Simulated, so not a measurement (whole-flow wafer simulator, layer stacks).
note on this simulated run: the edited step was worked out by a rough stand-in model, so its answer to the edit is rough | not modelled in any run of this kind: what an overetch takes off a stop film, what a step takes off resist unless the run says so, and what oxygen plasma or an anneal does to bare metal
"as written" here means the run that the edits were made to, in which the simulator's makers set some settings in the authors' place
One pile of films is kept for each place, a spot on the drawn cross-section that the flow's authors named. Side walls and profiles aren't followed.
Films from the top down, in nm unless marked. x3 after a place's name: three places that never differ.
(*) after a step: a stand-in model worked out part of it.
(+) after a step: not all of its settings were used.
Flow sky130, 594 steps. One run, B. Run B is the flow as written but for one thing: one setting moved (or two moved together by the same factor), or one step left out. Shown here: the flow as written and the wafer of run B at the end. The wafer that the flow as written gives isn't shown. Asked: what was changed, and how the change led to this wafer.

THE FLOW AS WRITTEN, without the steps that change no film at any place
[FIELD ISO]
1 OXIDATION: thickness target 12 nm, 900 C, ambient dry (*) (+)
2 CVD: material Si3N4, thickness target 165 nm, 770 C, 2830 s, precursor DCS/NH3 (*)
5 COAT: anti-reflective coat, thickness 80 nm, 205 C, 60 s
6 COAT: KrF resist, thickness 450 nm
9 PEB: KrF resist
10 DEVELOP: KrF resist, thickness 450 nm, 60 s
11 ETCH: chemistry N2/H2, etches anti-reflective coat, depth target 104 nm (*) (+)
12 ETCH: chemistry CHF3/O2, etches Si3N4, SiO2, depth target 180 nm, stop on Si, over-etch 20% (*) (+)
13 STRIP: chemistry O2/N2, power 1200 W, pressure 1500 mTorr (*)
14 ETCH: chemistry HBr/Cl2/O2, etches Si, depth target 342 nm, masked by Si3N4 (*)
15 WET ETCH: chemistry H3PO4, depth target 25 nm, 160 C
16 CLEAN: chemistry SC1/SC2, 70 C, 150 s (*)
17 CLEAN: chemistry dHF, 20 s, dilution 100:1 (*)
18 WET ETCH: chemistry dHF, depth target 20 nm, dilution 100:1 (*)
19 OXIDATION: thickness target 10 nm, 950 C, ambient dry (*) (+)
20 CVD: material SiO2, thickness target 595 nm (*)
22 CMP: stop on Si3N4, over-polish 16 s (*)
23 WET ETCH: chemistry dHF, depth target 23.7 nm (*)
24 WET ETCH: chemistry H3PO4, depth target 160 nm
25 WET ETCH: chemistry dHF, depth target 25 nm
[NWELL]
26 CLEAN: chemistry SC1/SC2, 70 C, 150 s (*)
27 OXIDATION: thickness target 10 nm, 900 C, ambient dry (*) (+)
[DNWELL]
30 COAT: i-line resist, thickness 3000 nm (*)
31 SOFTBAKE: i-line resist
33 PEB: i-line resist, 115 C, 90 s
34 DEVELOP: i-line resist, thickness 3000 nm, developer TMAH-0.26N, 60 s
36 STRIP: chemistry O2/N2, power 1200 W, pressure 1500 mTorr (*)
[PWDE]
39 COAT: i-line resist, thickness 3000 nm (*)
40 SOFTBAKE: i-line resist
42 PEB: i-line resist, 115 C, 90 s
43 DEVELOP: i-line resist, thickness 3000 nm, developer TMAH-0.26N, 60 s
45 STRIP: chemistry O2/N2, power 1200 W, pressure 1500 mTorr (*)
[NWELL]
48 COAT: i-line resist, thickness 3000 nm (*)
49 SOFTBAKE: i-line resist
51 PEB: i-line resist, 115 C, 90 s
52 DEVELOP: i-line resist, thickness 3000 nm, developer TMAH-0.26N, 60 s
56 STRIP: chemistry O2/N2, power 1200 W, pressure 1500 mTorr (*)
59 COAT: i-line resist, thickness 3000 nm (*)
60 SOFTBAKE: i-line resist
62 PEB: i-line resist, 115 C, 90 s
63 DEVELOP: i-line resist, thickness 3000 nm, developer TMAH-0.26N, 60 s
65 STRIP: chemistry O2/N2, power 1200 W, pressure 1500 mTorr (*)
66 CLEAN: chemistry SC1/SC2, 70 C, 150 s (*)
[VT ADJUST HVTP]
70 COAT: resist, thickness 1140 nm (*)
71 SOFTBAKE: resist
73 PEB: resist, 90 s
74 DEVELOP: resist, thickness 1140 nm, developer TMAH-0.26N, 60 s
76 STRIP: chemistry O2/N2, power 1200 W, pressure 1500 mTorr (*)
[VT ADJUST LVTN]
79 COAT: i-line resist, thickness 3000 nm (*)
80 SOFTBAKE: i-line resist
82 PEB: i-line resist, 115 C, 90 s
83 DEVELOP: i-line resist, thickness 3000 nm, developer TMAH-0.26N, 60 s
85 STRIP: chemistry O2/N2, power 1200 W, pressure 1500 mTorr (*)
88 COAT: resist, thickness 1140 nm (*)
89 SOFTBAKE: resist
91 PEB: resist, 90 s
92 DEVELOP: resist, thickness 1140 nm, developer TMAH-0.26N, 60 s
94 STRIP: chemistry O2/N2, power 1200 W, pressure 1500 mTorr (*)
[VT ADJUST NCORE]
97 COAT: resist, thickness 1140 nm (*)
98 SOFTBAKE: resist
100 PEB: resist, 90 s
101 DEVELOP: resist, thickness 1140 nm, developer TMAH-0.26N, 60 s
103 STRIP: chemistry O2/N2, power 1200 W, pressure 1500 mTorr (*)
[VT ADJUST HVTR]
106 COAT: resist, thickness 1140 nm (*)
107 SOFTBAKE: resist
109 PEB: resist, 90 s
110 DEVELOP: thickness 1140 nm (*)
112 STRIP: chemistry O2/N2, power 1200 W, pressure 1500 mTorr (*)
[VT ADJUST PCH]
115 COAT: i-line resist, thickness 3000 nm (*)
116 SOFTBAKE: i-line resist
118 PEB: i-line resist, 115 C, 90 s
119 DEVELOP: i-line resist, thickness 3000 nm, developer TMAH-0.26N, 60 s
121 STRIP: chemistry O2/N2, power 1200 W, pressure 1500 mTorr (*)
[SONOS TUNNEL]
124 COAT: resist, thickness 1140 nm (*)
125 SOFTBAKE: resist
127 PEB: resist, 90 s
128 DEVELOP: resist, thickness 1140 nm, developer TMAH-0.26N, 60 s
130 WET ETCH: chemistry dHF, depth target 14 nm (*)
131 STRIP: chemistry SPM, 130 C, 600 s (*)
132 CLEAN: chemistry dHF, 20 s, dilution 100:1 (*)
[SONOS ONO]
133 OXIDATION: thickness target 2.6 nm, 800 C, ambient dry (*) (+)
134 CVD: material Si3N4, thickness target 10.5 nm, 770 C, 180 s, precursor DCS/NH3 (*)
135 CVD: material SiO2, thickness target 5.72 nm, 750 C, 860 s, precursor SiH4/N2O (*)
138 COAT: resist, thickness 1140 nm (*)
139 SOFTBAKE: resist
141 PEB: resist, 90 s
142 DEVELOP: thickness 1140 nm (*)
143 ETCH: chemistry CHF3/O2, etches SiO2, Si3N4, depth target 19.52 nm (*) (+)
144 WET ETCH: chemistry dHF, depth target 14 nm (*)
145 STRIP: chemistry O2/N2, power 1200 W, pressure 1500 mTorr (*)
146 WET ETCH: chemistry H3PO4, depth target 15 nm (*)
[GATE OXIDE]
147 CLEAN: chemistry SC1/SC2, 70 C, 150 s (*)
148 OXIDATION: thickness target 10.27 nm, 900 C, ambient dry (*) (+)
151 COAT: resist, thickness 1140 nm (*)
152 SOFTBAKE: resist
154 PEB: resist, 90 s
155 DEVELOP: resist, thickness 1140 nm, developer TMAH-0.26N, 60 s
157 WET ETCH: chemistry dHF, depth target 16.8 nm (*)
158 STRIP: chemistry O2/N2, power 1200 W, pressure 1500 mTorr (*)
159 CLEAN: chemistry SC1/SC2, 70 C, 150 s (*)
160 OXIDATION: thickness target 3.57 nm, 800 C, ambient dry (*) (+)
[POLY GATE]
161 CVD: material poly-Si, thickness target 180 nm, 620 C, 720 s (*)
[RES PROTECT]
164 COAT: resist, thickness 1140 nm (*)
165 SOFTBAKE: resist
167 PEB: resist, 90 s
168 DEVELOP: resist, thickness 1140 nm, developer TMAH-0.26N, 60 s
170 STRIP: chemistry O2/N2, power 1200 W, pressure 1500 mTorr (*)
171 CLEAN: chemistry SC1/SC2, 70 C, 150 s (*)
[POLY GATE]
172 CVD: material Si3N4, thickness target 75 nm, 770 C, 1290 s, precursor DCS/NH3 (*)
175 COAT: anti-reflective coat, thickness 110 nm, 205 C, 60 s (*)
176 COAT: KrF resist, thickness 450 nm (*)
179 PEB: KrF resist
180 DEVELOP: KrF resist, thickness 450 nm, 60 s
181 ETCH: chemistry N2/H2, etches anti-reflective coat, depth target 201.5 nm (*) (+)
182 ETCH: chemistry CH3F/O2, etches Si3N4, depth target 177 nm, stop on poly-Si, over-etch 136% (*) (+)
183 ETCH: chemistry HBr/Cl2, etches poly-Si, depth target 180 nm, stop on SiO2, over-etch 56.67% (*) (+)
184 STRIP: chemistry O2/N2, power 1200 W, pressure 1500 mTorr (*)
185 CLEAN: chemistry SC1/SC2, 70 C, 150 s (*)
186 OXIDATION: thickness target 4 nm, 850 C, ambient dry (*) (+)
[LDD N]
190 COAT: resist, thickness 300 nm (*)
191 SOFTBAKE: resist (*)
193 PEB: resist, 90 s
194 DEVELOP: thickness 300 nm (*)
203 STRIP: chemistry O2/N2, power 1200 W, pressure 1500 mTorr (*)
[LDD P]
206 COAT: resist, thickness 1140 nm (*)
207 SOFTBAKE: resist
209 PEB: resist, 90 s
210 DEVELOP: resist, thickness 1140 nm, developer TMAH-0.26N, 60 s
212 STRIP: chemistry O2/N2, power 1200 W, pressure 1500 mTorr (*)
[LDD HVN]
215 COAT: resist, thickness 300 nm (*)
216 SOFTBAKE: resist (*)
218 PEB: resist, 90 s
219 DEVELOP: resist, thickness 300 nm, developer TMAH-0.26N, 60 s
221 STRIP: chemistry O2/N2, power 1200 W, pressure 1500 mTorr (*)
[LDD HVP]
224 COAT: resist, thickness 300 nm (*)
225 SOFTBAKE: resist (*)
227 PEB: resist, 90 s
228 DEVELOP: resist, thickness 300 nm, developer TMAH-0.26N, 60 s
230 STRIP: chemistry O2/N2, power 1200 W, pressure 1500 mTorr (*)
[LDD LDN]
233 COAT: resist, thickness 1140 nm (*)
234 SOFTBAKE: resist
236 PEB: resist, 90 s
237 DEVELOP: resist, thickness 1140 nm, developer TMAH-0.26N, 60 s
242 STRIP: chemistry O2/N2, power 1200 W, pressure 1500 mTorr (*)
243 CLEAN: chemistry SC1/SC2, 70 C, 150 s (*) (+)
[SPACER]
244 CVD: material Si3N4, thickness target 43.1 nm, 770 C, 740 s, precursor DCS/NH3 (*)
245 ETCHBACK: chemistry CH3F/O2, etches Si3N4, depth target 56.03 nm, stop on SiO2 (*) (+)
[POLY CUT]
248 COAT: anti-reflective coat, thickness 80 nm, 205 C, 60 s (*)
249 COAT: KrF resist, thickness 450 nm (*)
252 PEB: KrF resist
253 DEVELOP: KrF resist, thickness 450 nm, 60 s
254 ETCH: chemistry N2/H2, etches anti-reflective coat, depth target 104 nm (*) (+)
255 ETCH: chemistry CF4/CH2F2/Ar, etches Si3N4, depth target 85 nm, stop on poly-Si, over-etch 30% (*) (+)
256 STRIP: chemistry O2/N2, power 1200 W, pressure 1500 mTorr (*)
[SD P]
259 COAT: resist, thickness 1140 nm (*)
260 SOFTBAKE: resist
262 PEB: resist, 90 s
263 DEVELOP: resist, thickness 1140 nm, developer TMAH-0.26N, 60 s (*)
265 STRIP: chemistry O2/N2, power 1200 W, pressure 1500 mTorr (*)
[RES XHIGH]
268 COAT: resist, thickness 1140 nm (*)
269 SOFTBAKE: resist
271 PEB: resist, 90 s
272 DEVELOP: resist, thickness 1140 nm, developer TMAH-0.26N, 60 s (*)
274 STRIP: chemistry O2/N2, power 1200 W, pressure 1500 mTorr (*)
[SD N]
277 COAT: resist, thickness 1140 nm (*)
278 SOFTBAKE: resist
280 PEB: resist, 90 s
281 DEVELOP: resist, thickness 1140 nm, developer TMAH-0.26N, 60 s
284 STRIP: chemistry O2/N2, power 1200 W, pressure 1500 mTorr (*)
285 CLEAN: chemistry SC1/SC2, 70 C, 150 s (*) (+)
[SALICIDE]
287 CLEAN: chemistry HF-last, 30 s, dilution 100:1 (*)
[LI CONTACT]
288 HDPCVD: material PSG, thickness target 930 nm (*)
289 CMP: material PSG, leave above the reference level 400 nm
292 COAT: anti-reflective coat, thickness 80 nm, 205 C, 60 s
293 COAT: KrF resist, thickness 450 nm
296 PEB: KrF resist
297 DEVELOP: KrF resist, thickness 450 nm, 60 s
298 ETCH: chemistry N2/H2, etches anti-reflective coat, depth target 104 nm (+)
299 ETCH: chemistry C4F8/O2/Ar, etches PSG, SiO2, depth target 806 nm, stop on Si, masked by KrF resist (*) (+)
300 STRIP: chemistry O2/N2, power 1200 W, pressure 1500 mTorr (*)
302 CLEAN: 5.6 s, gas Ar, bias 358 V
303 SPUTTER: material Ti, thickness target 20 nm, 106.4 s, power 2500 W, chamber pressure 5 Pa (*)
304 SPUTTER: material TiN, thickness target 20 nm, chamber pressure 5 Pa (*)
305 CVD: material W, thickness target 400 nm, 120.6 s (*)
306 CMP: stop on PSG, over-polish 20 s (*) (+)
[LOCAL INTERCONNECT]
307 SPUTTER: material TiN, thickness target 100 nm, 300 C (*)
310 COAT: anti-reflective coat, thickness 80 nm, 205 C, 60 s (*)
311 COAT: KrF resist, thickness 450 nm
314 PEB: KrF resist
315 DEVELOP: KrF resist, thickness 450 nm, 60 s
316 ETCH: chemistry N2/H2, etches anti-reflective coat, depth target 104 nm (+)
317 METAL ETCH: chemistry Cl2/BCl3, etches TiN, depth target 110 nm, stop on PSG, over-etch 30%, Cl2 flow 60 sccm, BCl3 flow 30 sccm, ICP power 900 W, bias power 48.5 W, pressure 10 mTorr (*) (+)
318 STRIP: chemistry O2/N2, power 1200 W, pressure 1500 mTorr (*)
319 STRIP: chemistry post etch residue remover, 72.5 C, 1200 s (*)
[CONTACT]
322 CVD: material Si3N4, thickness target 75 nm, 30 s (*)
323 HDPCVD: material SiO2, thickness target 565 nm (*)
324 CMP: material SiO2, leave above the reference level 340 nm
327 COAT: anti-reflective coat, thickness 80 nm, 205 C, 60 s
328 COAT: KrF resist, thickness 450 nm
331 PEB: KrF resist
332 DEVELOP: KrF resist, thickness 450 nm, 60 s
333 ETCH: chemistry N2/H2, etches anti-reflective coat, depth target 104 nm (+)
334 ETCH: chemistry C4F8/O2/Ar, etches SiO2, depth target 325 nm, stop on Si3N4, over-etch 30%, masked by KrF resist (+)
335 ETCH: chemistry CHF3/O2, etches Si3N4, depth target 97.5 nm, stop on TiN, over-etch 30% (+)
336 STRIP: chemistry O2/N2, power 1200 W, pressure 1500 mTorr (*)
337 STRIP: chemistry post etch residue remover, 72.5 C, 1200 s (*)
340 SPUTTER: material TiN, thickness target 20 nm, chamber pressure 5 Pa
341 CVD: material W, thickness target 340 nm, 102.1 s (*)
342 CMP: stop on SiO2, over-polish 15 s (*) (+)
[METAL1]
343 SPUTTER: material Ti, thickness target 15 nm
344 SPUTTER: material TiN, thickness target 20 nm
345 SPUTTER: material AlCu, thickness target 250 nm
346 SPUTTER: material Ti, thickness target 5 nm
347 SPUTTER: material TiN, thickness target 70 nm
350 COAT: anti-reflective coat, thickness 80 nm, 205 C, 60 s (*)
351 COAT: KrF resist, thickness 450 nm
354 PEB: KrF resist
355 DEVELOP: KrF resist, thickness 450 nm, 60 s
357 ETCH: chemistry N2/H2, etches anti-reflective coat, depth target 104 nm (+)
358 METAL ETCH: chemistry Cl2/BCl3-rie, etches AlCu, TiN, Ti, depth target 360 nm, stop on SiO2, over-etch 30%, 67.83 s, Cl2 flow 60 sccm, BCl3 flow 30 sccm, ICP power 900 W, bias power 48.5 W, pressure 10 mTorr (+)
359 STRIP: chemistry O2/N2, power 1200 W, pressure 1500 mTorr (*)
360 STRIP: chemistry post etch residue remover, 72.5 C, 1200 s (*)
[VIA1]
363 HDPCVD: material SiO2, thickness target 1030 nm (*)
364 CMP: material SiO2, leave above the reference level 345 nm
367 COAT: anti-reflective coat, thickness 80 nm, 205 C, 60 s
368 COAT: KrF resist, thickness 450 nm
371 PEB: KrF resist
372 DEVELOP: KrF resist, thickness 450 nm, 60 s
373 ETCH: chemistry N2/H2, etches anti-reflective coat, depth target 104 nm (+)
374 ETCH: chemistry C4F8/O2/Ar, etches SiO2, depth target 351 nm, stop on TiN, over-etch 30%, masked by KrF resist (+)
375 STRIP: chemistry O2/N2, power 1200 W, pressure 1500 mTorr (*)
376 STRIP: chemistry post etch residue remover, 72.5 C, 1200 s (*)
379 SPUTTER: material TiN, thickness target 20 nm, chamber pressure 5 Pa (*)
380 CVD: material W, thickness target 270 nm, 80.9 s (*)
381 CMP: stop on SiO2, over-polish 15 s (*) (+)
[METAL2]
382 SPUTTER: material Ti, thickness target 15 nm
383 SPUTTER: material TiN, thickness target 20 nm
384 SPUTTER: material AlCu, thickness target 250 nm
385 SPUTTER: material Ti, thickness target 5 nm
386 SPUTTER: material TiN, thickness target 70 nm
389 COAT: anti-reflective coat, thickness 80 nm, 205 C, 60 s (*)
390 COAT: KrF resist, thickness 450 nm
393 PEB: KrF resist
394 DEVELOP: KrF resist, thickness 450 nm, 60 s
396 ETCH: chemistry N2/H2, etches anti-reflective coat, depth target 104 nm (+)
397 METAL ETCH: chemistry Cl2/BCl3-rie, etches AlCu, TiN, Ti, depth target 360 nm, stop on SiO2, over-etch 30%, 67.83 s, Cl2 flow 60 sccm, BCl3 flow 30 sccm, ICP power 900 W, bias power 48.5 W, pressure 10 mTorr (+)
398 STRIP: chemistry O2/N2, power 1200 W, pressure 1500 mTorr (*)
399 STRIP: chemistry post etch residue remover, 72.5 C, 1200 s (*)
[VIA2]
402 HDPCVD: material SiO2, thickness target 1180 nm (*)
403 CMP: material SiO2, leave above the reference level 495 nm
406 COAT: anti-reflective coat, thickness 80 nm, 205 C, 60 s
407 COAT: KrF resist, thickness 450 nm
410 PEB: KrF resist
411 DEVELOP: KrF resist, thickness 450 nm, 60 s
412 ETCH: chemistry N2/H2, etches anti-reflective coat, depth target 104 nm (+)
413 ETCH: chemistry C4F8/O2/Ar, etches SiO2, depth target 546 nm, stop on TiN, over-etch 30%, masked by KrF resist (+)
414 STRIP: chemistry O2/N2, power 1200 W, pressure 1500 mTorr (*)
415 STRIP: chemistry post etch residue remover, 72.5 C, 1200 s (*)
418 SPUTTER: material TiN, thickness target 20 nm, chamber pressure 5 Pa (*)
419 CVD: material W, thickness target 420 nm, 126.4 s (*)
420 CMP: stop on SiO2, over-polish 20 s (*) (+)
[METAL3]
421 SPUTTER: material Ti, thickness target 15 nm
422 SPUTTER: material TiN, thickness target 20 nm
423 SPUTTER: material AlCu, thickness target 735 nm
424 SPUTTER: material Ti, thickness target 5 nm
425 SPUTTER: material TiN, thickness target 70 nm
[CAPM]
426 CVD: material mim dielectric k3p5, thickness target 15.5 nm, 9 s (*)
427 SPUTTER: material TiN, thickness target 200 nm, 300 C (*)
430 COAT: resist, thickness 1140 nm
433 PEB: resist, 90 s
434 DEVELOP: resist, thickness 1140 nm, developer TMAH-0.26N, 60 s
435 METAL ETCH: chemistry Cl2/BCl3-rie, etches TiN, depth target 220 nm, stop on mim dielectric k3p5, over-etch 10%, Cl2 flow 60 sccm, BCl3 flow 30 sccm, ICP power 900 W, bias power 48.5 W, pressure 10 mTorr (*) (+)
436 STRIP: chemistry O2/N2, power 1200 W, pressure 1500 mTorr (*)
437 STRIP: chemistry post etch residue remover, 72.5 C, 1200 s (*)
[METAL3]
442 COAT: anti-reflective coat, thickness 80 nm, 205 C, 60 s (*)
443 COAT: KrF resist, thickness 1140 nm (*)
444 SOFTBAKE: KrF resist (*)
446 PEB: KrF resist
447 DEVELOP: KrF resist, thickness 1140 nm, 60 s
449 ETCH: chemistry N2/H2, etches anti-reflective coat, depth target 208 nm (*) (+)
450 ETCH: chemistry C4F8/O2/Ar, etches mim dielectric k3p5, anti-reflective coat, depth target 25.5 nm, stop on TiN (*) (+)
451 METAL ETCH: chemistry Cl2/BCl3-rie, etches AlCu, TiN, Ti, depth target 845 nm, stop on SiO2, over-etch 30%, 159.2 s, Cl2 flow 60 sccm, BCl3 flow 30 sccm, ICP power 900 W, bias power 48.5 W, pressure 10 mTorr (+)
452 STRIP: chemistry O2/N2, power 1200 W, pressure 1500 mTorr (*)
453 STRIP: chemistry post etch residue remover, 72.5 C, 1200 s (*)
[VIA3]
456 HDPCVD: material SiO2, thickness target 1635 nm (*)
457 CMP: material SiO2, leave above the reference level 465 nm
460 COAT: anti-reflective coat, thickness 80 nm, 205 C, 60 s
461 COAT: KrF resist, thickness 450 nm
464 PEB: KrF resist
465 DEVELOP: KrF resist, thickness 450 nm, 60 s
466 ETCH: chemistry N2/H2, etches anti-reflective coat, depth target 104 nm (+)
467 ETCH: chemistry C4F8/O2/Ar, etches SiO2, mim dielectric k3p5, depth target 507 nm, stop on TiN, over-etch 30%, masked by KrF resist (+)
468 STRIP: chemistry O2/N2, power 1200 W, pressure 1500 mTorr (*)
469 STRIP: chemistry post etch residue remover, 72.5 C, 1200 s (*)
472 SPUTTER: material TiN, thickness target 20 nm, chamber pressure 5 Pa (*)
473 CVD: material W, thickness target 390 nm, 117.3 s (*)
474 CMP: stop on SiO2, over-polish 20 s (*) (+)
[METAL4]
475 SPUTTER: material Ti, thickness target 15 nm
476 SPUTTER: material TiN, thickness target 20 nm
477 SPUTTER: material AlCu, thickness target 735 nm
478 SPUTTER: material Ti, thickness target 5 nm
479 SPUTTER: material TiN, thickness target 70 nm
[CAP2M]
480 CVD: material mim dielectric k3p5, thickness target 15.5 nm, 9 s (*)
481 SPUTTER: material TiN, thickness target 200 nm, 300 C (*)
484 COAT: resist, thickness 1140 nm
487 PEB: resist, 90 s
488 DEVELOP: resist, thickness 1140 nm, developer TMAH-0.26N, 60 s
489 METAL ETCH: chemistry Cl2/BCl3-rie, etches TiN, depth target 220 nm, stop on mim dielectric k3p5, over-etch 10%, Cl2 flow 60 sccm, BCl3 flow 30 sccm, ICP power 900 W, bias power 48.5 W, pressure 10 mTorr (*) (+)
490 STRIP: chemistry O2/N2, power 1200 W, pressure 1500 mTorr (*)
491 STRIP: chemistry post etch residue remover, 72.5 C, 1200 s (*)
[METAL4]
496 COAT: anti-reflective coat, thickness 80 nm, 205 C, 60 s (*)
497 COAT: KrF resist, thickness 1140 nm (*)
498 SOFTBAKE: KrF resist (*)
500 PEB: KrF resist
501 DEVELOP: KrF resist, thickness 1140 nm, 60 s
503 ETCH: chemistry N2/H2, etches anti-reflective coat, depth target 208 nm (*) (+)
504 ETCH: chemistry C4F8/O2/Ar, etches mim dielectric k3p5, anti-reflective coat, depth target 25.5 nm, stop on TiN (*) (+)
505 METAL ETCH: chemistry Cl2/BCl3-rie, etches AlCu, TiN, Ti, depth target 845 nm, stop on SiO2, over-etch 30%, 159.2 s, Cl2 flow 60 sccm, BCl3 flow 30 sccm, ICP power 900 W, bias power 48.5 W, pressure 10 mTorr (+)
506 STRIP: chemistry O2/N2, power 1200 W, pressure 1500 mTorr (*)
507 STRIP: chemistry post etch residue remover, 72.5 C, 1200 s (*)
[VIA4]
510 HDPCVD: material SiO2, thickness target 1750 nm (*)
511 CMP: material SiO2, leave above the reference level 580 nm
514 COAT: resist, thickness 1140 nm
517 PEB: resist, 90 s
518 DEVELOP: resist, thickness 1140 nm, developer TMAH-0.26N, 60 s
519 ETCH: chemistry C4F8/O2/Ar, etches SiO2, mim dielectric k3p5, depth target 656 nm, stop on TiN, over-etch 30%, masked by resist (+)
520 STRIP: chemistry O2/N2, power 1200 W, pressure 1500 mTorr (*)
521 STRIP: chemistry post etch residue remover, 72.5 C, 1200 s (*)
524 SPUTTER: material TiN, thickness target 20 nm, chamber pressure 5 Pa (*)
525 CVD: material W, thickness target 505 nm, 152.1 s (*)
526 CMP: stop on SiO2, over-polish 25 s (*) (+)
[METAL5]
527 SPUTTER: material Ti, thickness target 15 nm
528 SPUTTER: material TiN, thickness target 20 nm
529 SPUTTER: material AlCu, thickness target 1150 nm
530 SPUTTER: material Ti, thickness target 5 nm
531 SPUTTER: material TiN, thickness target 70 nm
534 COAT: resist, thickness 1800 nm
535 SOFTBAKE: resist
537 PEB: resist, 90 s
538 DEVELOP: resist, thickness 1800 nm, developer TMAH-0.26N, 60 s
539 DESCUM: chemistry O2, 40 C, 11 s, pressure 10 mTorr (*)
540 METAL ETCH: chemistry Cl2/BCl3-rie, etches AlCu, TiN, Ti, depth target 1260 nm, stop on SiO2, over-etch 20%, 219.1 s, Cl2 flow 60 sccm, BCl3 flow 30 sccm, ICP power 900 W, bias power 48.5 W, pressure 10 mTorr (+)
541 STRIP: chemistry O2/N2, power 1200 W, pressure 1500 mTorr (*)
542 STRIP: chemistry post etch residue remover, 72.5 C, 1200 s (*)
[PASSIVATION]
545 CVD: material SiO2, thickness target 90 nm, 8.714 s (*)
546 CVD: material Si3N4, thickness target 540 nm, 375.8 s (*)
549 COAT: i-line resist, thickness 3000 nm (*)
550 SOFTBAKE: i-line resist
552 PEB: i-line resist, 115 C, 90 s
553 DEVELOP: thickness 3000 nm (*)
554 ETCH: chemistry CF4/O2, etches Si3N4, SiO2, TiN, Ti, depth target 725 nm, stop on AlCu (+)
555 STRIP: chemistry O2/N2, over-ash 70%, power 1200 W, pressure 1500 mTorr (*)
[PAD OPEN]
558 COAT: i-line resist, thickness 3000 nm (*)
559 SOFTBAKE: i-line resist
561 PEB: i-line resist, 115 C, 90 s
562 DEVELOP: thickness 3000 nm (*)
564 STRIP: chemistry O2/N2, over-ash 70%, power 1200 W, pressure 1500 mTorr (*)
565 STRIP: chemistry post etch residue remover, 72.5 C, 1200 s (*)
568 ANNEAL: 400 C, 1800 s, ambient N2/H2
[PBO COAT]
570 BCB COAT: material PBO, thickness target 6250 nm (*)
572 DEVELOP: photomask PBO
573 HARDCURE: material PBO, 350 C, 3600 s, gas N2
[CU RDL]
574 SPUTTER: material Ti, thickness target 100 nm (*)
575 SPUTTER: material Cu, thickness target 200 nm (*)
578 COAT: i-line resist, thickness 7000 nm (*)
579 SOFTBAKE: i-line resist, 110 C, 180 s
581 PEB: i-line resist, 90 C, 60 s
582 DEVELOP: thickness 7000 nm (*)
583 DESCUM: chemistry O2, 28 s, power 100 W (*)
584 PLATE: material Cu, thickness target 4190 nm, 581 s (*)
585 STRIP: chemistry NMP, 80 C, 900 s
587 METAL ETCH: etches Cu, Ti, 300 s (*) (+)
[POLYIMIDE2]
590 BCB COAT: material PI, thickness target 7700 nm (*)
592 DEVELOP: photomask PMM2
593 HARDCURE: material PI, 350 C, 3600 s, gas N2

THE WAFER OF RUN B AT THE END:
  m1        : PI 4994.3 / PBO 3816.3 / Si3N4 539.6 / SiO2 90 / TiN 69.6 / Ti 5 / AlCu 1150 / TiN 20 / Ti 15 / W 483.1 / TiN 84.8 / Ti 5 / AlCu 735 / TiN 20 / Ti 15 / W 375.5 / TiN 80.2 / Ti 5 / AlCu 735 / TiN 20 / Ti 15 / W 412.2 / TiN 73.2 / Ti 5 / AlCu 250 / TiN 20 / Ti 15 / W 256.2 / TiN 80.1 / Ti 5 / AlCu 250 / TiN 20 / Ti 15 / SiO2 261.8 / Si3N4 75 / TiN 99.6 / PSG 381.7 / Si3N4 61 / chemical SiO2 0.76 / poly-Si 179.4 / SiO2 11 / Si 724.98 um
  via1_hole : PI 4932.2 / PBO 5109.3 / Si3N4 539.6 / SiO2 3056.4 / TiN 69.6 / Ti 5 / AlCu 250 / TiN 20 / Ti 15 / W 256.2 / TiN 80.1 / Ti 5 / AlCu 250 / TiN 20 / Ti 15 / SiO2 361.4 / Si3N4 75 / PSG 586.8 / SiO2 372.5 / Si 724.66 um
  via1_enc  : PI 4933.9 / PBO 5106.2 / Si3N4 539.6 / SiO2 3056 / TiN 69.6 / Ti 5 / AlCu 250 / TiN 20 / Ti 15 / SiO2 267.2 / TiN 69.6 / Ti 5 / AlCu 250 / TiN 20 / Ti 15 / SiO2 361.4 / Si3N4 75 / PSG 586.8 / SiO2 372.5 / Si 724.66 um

The cause: step 418, SPUTTER: thickness target 8 nm was run, where the flow has thickness target 20 nm.

How the change led to this, step by step:
  418 SPUTTER: material TiN, thickness target 20 nm, chamber pressure 5 Pa (*)
      field, active, n_well and 186 more: TiN +8 (new film) (as written it would be: TiN +20 (new film))
      m1: TiN +4.09 (as written it would be: TiN +10.2)
      (and at 1 more place)
  420 CMP: stop on SiO2, over-polish 20 s (*) (+)
      field, active, n_well and 186 more: W -420 (all of it), TiN -8 (all of it), SiO2 -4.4 (as written it would be: W -420 (all of it), TiN -20 (all of it), SiO2 -4.4)
      m1, via2_hole: W -433 (as written it would be: W -445)
